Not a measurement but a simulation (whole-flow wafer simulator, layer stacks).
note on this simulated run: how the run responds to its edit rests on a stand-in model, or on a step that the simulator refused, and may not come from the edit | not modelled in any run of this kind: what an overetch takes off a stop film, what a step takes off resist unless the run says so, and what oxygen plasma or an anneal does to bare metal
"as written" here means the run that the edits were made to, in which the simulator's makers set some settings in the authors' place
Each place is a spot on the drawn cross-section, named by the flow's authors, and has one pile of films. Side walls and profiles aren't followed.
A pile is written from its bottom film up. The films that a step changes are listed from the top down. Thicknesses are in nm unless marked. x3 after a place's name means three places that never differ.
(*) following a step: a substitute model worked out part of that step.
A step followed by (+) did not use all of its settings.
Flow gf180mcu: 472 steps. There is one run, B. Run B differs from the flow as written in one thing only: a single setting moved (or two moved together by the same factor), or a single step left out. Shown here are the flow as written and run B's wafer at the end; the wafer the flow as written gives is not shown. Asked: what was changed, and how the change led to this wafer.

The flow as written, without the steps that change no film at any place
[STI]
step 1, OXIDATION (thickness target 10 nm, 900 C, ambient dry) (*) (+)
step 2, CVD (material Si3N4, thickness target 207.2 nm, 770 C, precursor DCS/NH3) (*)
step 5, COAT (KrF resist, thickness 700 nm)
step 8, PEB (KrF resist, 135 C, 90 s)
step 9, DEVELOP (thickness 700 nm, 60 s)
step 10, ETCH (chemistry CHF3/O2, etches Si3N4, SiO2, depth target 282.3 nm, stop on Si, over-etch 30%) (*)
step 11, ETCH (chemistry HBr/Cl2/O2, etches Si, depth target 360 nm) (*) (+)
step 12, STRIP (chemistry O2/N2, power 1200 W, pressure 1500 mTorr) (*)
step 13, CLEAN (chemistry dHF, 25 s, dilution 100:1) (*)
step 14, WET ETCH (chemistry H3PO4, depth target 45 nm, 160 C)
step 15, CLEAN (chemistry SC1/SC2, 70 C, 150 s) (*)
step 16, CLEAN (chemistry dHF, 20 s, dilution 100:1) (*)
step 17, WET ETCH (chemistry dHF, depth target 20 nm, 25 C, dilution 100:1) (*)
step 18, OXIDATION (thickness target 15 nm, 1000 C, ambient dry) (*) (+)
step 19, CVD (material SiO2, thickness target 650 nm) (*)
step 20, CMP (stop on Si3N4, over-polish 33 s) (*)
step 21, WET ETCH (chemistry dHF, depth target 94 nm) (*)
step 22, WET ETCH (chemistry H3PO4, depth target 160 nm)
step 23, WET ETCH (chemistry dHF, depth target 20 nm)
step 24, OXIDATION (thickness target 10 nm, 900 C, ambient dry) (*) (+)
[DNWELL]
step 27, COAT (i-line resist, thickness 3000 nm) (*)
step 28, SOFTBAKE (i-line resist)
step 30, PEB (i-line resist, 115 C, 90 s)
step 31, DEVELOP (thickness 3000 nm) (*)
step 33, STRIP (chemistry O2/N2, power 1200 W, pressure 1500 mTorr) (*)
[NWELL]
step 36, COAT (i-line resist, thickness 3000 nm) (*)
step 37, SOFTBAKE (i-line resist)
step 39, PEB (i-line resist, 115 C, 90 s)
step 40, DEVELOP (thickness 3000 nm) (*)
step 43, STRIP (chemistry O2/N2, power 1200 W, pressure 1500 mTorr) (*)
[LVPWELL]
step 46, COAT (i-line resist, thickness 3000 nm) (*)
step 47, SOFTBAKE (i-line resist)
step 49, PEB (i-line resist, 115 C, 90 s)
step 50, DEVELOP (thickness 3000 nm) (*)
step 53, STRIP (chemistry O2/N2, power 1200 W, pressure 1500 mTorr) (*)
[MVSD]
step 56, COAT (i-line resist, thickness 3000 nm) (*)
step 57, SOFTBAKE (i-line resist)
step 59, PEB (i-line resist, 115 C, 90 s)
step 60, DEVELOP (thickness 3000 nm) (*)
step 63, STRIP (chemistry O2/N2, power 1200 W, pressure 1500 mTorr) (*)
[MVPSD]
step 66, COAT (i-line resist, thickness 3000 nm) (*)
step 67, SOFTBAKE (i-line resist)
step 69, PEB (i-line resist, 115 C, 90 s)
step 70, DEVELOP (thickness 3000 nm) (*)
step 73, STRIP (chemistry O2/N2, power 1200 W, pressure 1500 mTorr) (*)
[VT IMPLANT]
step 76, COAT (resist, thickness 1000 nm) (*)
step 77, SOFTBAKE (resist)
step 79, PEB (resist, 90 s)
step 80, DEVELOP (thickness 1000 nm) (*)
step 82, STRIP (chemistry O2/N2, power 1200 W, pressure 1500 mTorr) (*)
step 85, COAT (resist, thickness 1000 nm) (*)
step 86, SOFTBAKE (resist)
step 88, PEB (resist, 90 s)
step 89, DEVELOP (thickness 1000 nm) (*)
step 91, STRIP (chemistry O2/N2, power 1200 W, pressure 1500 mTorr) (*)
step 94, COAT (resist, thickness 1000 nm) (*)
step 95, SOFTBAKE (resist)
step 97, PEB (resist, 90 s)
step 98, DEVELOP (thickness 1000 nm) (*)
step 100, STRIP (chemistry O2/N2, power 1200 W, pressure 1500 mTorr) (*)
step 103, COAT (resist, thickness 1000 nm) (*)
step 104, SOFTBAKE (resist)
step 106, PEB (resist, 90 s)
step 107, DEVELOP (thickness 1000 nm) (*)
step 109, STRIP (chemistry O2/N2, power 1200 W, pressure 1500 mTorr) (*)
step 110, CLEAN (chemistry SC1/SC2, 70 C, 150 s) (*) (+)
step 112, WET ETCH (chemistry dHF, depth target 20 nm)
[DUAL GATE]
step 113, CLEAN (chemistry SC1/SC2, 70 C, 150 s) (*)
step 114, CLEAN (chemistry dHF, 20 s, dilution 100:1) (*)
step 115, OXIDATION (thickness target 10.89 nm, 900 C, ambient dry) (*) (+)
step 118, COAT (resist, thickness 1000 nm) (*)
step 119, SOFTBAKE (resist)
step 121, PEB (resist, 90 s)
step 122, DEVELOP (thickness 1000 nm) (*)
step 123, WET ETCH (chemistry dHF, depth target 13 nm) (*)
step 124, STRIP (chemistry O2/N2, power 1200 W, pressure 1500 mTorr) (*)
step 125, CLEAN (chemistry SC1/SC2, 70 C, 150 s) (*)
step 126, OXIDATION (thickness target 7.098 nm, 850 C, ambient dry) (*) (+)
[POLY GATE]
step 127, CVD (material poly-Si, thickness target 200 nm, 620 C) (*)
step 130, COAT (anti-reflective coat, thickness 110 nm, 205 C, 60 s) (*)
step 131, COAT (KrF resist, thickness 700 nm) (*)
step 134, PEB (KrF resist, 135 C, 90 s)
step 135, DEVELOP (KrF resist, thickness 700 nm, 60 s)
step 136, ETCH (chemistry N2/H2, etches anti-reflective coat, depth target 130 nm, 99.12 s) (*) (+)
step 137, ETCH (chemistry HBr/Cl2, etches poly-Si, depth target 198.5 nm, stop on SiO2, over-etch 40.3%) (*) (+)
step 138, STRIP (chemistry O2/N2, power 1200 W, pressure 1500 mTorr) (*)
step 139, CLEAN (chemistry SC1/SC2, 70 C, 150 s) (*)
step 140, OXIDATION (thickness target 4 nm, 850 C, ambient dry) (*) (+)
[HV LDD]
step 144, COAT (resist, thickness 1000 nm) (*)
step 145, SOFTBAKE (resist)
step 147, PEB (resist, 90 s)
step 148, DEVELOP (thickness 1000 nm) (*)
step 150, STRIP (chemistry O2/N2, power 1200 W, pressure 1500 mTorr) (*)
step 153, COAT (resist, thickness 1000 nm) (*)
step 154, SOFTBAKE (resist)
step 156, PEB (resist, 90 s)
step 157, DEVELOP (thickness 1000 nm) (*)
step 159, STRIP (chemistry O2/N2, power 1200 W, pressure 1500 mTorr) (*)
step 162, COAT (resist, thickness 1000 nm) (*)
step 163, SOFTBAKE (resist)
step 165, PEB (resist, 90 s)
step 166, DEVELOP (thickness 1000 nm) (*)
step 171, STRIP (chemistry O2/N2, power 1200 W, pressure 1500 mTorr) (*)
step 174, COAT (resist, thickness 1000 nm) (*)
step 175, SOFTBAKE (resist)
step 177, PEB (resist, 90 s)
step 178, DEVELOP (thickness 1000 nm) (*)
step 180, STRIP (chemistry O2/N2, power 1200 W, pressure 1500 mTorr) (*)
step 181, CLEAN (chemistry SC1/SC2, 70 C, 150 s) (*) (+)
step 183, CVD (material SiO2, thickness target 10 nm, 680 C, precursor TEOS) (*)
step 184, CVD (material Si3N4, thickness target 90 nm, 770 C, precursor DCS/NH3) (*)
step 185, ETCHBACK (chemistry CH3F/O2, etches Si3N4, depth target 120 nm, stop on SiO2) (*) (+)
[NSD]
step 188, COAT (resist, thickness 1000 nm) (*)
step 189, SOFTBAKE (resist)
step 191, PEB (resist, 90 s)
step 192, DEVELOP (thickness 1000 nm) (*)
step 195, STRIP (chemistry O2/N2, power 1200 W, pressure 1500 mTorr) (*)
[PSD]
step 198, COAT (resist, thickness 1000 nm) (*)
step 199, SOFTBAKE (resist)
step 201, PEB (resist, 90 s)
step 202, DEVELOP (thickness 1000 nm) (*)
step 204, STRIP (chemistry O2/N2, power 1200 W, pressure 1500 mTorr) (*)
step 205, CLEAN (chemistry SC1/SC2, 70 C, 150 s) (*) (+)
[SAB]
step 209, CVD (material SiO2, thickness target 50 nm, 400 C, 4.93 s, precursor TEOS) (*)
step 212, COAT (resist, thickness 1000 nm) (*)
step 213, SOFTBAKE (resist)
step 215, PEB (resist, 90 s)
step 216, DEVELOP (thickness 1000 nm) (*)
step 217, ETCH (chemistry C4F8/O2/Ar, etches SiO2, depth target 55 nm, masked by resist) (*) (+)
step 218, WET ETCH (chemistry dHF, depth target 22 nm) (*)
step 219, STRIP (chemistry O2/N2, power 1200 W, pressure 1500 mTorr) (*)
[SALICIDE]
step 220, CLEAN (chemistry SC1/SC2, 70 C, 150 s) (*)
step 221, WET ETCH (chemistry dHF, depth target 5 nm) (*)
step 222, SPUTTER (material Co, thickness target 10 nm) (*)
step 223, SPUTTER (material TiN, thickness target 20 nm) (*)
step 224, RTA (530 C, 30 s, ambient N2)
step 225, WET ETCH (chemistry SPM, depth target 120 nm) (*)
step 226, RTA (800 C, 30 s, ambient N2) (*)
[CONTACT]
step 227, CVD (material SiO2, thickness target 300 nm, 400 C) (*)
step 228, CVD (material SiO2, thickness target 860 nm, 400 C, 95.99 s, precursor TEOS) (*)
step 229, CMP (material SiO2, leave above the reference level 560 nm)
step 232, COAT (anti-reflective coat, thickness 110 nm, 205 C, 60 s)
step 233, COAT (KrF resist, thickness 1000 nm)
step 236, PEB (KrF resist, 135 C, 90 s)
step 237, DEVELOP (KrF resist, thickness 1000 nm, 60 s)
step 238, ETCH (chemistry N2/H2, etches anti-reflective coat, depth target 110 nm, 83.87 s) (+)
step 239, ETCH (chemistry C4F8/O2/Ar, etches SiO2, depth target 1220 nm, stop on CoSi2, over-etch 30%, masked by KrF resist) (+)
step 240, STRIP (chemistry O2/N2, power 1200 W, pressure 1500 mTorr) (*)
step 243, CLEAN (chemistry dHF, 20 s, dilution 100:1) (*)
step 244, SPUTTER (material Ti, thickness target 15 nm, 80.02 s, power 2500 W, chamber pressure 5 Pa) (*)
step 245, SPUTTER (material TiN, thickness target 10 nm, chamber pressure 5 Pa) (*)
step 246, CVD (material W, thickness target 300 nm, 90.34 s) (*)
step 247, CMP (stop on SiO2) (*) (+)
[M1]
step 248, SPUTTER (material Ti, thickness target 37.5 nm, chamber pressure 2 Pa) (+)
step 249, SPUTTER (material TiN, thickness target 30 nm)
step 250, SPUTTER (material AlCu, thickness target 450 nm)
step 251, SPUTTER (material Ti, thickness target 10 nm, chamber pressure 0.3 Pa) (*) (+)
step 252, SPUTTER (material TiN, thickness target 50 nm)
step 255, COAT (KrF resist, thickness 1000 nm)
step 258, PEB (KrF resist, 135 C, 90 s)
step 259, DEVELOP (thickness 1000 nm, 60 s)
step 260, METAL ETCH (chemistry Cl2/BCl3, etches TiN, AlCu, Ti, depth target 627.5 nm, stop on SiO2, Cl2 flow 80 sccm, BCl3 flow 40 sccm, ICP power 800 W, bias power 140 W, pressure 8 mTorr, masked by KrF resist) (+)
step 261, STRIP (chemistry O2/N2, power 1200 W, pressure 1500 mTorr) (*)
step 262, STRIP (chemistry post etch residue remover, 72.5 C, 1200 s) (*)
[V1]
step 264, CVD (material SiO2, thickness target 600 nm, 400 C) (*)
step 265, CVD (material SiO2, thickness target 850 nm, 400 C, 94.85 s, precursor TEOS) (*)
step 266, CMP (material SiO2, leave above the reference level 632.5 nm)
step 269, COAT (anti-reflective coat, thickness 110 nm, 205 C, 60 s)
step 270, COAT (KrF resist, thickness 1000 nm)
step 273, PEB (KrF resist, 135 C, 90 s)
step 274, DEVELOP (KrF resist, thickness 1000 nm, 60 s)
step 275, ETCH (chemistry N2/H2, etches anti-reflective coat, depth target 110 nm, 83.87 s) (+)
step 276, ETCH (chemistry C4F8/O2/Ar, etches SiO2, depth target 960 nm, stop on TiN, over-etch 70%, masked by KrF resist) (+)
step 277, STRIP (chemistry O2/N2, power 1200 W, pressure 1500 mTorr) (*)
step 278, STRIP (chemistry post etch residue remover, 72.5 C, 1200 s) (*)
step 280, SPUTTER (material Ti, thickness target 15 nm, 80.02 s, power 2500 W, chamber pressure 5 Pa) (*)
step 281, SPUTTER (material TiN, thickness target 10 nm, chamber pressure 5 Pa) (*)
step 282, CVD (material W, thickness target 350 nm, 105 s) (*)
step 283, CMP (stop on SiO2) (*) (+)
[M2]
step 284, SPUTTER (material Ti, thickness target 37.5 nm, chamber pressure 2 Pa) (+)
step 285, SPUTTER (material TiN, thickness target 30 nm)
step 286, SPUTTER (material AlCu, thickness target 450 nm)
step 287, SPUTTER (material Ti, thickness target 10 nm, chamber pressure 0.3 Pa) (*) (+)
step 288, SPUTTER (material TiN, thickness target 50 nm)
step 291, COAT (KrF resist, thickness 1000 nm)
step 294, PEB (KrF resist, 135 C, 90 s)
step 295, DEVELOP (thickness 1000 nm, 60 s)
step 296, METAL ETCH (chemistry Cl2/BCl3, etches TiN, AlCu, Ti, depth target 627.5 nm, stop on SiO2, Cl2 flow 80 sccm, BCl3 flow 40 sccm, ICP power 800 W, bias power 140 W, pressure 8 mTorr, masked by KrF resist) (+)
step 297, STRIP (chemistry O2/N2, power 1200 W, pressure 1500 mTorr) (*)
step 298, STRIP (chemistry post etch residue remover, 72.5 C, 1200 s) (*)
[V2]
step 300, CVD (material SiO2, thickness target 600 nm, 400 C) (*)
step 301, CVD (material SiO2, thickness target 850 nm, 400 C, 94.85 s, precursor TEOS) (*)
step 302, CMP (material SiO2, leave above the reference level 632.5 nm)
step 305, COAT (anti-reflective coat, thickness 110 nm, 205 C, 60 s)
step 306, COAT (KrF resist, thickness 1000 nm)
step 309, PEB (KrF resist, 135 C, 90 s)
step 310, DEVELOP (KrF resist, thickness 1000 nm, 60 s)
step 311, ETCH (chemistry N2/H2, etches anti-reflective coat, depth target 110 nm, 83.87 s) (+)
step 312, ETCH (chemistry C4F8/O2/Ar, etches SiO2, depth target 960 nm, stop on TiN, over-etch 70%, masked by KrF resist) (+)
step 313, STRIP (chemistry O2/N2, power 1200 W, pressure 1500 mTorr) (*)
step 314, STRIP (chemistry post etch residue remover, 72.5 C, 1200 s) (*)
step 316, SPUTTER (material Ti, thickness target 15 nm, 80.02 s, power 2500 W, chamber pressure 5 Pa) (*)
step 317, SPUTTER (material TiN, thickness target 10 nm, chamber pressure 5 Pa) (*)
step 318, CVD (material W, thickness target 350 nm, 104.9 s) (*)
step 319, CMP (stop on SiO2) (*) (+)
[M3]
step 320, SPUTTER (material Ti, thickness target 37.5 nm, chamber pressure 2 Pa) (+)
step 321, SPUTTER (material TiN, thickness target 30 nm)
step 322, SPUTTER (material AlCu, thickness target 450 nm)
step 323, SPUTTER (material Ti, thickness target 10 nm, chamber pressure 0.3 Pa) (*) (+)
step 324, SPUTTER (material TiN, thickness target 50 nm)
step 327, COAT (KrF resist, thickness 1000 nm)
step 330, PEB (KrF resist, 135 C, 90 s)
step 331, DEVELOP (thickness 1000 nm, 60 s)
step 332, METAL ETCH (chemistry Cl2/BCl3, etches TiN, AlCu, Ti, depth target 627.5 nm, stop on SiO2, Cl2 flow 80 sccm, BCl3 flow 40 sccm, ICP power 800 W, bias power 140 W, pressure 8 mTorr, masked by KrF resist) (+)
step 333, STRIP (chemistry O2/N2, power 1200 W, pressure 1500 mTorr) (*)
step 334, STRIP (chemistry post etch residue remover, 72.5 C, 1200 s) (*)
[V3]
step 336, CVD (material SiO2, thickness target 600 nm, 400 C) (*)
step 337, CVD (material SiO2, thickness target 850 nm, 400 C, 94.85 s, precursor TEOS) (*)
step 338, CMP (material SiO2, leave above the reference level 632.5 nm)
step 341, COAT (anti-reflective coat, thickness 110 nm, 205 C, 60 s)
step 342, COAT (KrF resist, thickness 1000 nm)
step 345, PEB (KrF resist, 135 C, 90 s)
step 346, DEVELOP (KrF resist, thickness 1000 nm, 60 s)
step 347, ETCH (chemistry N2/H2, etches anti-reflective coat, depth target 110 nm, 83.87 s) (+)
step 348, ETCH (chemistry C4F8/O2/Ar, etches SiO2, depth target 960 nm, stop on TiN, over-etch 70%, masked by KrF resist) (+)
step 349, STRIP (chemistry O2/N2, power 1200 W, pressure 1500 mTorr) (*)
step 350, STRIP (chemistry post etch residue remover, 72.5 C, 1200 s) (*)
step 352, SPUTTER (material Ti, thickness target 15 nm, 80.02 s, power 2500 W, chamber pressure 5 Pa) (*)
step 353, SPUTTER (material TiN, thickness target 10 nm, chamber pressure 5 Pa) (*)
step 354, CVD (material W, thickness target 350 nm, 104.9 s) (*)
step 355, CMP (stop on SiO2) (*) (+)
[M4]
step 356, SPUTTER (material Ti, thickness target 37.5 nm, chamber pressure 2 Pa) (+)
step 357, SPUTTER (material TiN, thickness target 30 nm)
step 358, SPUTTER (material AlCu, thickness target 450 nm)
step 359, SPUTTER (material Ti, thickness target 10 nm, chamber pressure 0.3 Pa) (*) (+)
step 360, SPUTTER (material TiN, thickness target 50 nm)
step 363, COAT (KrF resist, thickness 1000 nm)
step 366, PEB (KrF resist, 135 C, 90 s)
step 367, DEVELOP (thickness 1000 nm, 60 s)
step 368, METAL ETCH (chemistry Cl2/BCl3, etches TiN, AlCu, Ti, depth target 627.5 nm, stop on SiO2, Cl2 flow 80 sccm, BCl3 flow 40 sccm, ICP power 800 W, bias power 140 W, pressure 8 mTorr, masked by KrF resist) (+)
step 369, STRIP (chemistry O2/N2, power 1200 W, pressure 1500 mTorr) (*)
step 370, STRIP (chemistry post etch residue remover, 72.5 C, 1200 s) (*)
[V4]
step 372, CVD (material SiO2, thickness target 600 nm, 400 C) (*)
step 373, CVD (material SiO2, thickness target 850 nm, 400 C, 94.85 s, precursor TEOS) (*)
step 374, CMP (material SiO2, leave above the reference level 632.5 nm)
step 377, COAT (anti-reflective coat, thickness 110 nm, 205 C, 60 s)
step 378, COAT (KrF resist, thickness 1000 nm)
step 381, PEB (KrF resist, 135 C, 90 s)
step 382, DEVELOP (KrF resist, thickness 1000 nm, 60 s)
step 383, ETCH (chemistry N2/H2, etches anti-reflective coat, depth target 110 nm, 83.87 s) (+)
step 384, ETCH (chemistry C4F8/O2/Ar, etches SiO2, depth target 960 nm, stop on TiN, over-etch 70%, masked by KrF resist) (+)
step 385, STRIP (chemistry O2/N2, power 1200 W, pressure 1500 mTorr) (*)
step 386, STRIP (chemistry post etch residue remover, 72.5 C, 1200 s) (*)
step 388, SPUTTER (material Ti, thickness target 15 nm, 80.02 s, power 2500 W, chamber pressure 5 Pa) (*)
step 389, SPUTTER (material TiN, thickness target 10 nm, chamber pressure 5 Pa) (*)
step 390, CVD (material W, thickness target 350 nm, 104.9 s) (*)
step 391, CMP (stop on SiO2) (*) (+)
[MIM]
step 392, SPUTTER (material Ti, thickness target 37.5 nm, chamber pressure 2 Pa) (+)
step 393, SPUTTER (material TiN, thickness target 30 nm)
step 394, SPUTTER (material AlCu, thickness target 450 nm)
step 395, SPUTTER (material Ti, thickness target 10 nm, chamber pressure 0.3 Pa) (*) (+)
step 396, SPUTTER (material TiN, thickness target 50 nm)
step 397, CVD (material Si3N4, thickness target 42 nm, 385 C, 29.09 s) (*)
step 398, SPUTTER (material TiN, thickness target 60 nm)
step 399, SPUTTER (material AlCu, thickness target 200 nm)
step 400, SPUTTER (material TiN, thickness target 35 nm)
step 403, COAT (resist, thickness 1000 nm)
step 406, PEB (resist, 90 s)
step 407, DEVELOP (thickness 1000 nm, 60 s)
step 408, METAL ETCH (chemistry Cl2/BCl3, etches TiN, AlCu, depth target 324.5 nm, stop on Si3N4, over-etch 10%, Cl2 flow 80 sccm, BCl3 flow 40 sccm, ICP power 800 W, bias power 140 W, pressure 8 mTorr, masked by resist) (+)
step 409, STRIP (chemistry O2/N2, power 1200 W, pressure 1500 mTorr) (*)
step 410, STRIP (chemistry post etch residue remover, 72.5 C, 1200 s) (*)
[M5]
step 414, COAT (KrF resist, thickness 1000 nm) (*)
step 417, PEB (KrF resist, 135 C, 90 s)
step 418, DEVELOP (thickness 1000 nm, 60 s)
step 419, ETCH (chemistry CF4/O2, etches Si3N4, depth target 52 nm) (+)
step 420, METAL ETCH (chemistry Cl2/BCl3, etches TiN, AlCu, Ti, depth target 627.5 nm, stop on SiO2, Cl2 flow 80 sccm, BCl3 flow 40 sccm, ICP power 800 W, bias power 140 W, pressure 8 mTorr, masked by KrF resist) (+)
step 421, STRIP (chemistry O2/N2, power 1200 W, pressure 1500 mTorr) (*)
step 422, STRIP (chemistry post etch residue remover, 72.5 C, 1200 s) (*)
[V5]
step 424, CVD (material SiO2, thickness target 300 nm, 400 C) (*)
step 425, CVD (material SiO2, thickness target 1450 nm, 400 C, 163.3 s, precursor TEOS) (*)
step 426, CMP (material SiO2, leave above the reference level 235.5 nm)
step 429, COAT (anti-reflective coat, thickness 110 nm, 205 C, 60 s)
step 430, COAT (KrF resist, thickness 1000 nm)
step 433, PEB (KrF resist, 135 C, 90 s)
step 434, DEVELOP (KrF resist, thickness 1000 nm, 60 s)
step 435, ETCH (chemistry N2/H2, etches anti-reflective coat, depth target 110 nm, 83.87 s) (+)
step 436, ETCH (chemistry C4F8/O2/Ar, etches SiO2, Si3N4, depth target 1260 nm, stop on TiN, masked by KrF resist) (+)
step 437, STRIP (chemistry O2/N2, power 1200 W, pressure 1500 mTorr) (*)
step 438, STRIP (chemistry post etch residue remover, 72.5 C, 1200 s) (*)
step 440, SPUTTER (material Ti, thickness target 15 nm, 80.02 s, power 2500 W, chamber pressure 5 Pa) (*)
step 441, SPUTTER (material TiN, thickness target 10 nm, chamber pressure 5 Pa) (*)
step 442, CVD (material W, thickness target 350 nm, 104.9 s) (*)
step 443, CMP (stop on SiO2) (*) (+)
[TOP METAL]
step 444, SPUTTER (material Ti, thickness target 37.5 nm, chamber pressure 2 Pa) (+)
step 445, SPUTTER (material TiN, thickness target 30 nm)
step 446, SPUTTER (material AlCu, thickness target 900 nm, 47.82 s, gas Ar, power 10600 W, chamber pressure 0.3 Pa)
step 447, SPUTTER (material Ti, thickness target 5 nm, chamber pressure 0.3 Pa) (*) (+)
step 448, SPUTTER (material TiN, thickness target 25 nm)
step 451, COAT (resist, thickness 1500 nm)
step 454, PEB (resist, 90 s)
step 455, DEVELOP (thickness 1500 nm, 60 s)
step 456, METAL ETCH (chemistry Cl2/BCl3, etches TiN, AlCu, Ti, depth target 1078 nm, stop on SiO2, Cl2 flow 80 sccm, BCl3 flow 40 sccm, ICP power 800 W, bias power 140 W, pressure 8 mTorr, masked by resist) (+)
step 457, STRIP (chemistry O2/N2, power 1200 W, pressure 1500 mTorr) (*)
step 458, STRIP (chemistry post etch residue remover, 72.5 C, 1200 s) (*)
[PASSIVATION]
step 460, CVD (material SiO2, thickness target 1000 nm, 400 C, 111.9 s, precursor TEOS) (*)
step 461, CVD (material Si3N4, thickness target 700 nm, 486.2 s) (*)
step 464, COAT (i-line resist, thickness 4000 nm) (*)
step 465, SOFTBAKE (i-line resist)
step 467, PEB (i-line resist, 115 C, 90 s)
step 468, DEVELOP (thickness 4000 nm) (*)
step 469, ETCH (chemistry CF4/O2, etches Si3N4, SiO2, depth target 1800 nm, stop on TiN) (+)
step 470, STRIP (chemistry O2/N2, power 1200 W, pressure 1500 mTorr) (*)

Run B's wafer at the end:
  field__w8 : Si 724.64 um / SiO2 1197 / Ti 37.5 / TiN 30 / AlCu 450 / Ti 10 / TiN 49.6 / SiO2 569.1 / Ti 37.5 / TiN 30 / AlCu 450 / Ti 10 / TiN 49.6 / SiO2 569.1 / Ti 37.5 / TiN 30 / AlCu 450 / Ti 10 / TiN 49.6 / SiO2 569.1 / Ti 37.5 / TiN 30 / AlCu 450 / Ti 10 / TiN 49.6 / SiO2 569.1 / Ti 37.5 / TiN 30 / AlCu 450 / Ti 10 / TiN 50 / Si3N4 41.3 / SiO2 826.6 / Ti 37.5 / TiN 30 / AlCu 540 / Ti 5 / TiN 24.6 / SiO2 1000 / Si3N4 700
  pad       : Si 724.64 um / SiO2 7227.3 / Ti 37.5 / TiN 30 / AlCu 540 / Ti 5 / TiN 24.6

The reason: step 446, SPUTTER: thickness target 540 nm was run, whereas the flow has thickness target 900 nm.
The wafer itself shows it: field__w8 has AlCu 540, and step 446 as written asks for 900 nm.

Step by step, how the change led to this:
  step 446, SPUTTER (material AlCu, thickness target 900 nm, 47.82 s, gas Ar, power 10600 W, chamber pressure 0.3 Pa)
      field, field__w1, field__w2 and 109 more: AlCu gains 540 (new film) (in the flow as written it would be: AlCu gains 900 (new film))
  step 456, METAL ETCH (chemistry Cl2/BCl3, etches TiN, AlCu, Ti, depth target 1078 nm, stop on SiO2, Cl2 flow 80 sccm, BCl3 flow 40 sccm, ICP power 800 W, bias power 140 W, pressure 8 mTorr, masked by resist) (+)
      field, field__w1, field__w2 and 103 more: TiN loses 25 (all of it), Ti loses 5 (all of it), AlCu loses 540 (all of it), TiN loses 30 (all of it), Ti loses 37.5 (all of it) (in the flow as written it would be: TiN loses 25 (all of it), Ti loses 5 (all of it), AlCu loses 900 (all of it), TiN loses 30 (all of it), Ti loses 37.5 (all of it))
      field__w8, contact, m1, m1__w1, pad, m1_nw: resist loses 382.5 (in the flow as written it would be: resist loses 431)
  step 457, STRIP (chemistry O2/N2, power 1200 W, pressure 1500 mTorr) (*)
      field__w8, contact, m1, m1__w1, pad, m1_nw: resist loses 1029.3 (all of it) (in the flow as written it would be: resist loses 980.8 (all of it))
  step 464, COAT (i-line resist, thickness 4000 nm) (*)
      field__w8: i-line resist gains 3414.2 (new film) (in the flow as written it would be: i-line resist gains 3093.1 (new film))
      contact: i-line resist gains 3446.1 (new film) (in the flow as written it would be: i-line resist gains 3153.6 (new film))
      (and at 4 other places as well)
  step 465, SOFTBAKE (i-line resist)
      field__w5, field__w9: i-line resist gains 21 (in the flow as written it would be: i-line resist gains 37.3)
      field: i-line resist loses 67.6 (in the flow as written it would be: i-line resist loses 120.6)
      (and at 66 other places as well)
  step 467, PEB (i-line resist, 115 C, 90 s)
      field__w8, m1__w1: i-line resist loses 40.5 (in the flow as written it would be: i-line resist loses 34.7)
      contact, m1: i-line resist loses 40.7 (in the flow as written it would be: i-line resist loses 35.1)
      (and at 2 other places as well)
  step 468, DEVELOP (thickness 4000 nm) (*)
      pad: i-line resist loses 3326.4 (all of it) (in the flow as written it would be: i-line resist loses 2974.8 (all of it))
  step 470, STRIP (chemistry O2/N2, power 1200 W, pressure 1500 mTorr) (*)
      field__w8, m1__w1: i-line resist loses 2134.7 (all of it) (in the flow as written it would be: i-line resist loses 1787.7 (all of it))
      contact: i-line resist loses 2147.6 (all of it) (in the flow as written it would be: i-line resist loses 1811.2 (all of it))
      (and at 2 other places as well)
